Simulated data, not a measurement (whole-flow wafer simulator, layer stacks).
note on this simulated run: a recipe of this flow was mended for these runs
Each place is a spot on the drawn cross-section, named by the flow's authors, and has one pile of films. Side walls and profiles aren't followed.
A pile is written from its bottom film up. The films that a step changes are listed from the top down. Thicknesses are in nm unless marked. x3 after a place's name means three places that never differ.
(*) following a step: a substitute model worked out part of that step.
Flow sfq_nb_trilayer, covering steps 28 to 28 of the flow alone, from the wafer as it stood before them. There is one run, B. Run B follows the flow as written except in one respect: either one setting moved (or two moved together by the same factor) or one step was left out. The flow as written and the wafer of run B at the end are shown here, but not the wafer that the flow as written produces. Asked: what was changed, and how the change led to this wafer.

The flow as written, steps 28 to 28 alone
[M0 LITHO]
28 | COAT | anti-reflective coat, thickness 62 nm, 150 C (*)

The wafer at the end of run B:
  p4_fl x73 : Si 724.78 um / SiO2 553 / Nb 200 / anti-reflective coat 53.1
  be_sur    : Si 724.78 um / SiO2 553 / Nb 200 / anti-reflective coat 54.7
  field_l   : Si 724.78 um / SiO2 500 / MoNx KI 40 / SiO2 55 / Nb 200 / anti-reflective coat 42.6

The reason: step 28, COAT: thickness 53.1 nm was run, whereas the flow has thickness 62 nm.
The wafer itself shows it: p4_fl x73 has anti-reflective coat 53.1, and step 28 as written asks for 62 nm.

Step by step, how the change led to this:
  28 | COAT | anti-reflective coat, thickness 62 nm, 150 C (*)
      p4_fl x73: anti-reflective coat gains 53.1 (new film) (in the flow as written it would be: anti-reflective coat gains 62 (new film))
      be_sur, gap, jj_sur and 8 more: anti-reflective coat gains 54.7 (new film) (in the flow as written it would be: anti-reflective coat gains 63.7 (new film))
      (as well as at 22 more places)
